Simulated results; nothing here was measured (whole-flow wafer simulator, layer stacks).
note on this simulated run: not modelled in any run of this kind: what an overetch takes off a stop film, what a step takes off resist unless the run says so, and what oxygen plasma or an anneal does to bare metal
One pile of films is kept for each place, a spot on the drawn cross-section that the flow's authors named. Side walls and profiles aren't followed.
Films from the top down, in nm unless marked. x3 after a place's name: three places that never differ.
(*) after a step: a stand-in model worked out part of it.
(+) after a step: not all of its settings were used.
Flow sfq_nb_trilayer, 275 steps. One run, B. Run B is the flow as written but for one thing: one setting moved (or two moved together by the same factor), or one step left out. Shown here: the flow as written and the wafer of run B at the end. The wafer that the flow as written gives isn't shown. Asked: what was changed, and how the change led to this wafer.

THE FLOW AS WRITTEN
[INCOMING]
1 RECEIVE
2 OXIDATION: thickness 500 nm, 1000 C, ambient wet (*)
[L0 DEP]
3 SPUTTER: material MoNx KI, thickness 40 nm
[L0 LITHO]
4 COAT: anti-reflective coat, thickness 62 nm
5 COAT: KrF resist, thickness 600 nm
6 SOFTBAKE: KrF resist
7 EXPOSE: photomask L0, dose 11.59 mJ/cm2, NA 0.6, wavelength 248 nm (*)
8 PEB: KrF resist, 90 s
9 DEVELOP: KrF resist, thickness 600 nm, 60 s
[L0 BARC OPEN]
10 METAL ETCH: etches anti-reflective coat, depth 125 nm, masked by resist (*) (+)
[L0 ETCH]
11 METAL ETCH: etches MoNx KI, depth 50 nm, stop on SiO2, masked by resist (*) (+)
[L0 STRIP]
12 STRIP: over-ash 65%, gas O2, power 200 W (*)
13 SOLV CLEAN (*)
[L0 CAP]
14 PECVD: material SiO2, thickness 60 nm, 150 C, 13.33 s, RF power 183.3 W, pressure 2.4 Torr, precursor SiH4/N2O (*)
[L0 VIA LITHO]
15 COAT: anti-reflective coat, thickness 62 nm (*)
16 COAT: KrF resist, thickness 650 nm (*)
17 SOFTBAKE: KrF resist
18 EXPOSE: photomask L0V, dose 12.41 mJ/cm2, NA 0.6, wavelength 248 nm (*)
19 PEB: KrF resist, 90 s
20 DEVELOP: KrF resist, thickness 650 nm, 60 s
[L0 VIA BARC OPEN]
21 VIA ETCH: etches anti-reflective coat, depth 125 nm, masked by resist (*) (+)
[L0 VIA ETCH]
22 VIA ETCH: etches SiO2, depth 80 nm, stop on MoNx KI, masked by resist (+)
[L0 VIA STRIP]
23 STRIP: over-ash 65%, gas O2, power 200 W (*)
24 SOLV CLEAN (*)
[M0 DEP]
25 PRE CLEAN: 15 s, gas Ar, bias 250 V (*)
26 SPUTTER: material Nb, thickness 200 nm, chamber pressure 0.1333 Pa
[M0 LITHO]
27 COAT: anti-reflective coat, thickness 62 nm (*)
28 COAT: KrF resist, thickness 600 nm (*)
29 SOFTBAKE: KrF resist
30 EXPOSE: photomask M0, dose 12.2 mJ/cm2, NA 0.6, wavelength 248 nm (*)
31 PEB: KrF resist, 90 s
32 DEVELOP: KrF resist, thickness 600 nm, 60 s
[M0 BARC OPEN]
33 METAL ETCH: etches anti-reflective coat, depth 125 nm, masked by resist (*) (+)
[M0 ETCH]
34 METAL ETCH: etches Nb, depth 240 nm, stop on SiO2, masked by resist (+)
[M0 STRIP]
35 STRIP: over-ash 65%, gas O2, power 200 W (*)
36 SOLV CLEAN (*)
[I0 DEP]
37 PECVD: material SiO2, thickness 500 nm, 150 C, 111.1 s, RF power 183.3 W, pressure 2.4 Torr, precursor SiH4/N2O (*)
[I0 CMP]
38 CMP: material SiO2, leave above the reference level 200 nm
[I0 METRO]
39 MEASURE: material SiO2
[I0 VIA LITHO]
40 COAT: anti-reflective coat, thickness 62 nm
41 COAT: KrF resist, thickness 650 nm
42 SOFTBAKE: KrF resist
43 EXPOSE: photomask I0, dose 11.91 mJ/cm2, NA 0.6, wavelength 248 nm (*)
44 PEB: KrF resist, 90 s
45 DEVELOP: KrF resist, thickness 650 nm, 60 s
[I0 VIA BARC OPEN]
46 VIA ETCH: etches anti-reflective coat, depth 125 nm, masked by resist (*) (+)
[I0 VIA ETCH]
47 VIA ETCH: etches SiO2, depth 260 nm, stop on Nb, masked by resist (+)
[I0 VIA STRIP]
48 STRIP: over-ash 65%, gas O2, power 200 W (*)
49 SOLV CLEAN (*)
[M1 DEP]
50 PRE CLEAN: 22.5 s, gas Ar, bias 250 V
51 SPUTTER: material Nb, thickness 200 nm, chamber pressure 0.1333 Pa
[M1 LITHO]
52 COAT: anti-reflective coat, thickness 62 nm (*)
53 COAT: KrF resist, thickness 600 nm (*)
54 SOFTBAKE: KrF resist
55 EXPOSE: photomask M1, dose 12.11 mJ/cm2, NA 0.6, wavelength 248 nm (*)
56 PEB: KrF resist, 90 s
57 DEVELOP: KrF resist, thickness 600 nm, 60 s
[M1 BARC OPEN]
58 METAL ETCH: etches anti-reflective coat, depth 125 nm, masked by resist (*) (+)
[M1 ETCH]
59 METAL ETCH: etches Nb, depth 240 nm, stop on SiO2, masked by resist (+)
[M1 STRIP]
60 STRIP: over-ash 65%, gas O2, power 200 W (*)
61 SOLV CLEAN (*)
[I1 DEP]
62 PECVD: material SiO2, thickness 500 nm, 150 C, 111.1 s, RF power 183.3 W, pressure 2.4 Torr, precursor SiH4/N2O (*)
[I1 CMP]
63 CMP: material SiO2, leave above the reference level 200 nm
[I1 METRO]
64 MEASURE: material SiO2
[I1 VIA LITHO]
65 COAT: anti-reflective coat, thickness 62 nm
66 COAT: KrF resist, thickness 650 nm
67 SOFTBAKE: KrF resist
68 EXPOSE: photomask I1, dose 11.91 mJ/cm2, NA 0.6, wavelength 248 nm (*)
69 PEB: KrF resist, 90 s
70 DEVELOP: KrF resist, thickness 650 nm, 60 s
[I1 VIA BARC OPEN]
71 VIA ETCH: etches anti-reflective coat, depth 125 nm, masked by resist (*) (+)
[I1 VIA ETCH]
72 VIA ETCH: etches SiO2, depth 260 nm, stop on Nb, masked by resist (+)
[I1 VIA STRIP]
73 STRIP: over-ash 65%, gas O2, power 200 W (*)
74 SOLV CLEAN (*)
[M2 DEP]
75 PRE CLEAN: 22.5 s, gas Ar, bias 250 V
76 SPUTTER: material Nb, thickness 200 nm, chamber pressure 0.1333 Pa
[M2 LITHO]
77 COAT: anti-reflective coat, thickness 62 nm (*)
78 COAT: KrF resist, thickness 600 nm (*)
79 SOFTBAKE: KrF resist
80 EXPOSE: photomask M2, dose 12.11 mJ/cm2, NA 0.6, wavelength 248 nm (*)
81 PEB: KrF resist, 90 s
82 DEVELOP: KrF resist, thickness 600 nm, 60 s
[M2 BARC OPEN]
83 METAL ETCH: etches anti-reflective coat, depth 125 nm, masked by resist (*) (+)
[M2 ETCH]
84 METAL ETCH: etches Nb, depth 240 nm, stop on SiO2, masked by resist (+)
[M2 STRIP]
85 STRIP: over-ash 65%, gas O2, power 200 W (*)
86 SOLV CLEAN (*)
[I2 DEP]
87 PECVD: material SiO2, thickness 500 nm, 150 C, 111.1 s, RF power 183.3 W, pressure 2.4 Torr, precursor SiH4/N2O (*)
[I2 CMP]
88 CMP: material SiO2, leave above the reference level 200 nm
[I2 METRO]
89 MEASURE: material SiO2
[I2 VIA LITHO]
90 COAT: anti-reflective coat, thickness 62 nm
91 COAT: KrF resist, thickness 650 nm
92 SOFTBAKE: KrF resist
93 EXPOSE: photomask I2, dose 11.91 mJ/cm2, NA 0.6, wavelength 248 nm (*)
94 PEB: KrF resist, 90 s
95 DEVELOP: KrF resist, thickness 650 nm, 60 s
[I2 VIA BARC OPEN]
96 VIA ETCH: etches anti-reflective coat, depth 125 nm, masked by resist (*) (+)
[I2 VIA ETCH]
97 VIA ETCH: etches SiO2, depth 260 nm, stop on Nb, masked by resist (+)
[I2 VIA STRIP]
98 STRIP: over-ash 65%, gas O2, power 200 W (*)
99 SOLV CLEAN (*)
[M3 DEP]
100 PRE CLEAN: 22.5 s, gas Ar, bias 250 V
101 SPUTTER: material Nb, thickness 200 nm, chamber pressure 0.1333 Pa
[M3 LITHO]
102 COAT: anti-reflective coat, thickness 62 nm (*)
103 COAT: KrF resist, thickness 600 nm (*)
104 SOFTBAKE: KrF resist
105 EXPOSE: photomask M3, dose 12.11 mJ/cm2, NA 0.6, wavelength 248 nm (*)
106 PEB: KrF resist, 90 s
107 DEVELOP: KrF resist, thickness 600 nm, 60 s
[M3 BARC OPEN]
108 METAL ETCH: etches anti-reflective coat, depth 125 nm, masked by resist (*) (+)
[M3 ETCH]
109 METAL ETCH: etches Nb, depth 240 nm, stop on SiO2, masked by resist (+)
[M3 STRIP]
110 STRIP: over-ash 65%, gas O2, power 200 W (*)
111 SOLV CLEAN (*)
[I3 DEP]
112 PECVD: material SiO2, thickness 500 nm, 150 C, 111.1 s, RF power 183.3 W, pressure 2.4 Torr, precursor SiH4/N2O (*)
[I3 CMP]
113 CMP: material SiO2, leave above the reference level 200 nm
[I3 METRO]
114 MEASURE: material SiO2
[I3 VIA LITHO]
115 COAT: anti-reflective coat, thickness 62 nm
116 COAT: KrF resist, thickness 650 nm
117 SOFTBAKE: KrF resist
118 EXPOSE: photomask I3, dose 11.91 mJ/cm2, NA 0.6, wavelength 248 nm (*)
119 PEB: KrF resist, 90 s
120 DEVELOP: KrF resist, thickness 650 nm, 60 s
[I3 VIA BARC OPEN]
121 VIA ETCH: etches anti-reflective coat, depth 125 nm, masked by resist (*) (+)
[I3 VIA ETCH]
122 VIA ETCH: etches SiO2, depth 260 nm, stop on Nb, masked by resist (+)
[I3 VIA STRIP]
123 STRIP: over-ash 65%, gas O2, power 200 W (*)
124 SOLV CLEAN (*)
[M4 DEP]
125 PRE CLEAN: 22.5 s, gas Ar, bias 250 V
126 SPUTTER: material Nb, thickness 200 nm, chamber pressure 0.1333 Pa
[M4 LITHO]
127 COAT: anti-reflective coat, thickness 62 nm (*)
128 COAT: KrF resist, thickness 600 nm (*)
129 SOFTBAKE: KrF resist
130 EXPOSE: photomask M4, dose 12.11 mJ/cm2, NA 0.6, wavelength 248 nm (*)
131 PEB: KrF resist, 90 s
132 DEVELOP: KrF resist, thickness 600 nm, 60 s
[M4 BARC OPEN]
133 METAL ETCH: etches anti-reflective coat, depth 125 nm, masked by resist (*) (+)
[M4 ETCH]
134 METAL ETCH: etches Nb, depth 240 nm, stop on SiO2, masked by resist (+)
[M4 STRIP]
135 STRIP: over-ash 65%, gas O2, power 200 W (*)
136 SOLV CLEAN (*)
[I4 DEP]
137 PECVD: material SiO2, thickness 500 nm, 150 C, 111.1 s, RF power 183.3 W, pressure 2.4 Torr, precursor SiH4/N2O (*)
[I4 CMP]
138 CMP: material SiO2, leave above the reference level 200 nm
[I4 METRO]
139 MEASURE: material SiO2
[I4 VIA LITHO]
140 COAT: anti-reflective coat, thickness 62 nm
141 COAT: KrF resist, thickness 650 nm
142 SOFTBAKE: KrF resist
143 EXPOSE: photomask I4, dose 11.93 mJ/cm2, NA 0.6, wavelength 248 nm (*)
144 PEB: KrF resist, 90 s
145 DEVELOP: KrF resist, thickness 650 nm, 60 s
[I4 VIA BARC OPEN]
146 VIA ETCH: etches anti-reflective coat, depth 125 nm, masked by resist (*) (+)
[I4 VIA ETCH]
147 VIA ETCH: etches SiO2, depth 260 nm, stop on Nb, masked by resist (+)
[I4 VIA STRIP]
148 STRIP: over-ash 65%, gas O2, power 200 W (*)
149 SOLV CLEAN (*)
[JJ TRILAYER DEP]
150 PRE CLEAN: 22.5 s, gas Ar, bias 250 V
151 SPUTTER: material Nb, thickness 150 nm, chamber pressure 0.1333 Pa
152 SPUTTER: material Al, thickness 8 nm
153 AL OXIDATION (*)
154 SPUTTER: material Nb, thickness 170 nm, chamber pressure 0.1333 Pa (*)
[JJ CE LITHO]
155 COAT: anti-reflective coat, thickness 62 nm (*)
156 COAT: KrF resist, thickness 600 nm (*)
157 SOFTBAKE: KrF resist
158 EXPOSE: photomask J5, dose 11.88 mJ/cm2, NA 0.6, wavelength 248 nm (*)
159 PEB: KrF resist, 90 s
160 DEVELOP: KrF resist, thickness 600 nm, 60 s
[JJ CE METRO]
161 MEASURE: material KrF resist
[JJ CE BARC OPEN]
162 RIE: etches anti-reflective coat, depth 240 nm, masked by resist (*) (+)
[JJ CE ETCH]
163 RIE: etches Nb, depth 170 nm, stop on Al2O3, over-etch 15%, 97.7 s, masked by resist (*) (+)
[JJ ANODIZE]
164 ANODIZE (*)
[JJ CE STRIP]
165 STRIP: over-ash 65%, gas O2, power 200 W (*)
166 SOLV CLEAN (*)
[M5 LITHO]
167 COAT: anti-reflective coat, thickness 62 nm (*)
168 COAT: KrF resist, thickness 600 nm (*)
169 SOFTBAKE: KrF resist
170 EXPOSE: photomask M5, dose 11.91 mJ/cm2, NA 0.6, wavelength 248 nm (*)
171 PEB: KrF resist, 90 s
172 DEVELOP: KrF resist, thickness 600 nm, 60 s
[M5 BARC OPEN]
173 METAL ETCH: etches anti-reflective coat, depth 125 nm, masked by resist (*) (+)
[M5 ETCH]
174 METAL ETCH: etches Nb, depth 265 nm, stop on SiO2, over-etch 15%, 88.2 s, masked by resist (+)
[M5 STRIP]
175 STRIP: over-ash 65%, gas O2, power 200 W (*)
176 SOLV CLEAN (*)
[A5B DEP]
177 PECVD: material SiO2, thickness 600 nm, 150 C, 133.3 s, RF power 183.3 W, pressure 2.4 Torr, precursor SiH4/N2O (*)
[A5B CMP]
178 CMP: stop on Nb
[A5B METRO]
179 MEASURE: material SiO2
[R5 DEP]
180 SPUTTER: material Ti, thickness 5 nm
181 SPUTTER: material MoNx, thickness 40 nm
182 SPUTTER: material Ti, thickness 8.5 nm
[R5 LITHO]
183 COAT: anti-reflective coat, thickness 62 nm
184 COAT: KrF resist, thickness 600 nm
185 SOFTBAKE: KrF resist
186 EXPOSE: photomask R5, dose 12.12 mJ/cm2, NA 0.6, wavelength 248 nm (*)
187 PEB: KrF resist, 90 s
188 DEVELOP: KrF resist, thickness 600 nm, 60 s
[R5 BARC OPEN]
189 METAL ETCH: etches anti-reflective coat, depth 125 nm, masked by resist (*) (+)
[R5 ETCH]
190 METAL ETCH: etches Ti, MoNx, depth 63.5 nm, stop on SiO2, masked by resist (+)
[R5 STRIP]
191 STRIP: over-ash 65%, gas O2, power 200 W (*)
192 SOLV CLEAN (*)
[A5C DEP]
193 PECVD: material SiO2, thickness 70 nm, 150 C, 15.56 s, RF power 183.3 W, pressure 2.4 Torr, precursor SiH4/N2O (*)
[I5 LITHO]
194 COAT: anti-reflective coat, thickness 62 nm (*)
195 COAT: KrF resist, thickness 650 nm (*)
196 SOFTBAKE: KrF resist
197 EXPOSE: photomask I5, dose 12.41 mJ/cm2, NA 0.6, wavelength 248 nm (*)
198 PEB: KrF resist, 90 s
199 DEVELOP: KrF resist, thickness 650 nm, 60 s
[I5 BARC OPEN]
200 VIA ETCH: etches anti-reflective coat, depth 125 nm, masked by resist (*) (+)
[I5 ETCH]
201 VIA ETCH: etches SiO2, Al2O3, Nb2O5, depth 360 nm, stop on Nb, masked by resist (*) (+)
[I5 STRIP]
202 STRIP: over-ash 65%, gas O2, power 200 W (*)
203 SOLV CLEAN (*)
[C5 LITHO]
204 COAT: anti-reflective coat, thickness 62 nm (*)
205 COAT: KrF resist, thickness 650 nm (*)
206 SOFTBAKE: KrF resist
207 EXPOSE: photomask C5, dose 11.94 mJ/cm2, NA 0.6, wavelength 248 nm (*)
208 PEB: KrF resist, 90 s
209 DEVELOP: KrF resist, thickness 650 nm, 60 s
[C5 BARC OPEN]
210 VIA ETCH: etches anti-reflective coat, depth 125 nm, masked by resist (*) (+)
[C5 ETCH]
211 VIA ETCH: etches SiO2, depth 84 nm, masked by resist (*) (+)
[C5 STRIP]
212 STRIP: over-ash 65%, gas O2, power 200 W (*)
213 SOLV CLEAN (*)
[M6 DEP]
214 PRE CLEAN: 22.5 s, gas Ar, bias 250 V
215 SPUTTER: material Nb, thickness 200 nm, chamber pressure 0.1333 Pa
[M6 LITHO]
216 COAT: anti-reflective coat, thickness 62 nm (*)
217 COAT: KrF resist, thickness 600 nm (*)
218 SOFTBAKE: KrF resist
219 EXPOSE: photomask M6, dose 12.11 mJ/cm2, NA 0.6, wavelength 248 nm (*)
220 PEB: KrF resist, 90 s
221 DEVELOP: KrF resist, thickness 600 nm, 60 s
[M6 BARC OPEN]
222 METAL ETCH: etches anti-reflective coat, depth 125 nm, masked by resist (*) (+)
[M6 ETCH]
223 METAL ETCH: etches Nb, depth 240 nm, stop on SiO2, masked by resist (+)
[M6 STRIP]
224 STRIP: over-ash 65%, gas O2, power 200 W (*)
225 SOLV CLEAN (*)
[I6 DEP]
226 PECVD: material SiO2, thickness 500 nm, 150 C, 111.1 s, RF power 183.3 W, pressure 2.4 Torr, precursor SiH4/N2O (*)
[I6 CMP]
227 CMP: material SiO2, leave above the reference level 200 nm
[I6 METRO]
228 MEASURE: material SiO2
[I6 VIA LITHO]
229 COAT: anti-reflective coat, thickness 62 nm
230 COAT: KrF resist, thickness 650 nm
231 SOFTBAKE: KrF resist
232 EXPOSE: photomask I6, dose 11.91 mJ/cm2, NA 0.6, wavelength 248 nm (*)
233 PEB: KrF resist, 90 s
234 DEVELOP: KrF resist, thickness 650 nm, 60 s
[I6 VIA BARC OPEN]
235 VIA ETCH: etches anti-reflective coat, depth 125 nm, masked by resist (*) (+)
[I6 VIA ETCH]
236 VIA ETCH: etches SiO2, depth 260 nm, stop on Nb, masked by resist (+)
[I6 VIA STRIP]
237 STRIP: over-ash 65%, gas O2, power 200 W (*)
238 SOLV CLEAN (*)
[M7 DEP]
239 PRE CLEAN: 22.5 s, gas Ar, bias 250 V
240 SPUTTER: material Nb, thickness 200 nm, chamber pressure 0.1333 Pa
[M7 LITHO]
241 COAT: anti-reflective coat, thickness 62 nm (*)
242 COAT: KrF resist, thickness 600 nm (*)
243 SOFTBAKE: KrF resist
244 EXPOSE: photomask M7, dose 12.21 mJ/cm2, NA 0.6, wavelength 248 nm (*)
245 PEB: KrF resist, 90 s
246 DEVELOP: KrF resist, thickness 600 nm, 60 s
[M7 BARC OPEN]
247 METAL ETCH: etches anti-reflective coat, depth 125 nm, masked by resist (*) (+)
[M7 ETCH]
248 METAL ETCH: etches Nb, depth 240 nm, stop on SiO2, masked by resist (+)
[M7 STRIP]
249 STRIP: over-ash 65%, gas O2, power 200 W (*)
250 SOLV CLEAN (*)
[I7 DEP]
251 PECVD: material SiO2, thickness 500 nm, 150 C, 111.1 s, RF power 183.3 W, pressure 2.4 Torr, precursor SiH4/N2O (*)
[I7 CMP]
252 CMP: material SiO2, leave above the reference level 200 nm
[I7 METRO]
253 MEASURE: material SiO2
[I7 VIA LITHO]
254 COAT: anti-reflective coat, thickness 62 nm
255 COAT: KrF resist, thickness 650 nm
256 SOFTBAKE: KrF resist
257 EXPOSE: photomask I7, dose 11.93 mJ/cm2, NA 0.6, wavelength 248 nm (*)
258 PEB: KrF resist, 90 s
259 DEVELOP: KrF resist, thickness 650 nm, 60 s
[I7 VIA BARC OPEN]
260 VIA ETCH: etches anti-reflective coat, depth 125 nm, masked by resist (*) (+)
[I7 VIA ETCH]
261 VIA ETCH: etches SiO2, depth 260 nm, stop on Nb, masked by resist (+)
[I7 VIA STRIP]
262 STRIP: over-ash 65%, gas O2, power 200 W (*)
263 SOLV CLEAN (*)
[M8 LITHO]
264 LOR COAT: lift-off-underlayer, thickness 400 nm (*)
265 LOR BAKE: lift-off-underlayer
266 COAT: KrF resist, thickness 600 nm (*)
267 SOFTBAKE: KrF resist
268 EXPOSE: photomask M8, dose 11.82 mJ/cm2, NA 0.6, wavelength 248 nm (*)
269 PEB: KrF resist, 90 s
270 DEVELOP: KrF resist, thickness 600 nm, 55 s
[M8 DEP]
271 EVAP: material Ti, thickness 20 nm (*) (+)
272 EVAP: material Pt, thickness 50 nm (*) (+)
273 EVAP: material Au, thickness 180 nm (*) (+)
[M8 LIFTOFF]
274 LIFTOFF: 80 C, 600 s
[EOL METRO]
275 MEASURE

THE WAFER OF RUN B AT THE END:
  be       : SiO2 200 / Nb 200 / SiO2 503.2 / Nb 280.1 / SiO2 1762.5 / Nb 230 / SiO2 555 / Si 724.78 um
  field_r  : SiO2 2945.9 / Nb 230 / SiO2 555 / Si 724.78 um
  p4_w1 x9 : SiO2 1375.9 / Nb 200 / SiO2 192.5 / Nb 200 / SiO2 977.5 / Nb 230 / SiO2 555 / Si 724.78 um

The cause: step 26, SPUTTER: thickness 230 nm was run, where the flow has thickness 200 nm.
It can be read off the wafer: be has Nb 230, and step 26 as written asks for 200 nm.

How the change led to this, step by step:
  26 SPUTTER: material Nb, thickness 200 nm, chamber pressure 0.1333 Pa
      field_l, v_sur, via_wl and 102 more: Nb +230 (new film) (as written it would be: Nb +200 (new film))
      l0v: Nb +225.7 (new film) (as written it would be: Nb +195.7 (new film))
  34 METAL ETCH: etches Nb, depth 240 nm, stop on SiO2, masked by resist (+)
      moat, m0r_space_l x2: Nb -230 (all of it) (as written it would be: Nb -200 (all of it))
  37 PECVD: material SiO2, thickness 500 nm, 150 C, 111.1 s, RF power 183.3 W, pressure 2.4 Torr, precursor SiH4/N2O (*)
      moat, m0r_space_l x2: SiO2 +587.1 (as written it would be: SiO2 +557.1)
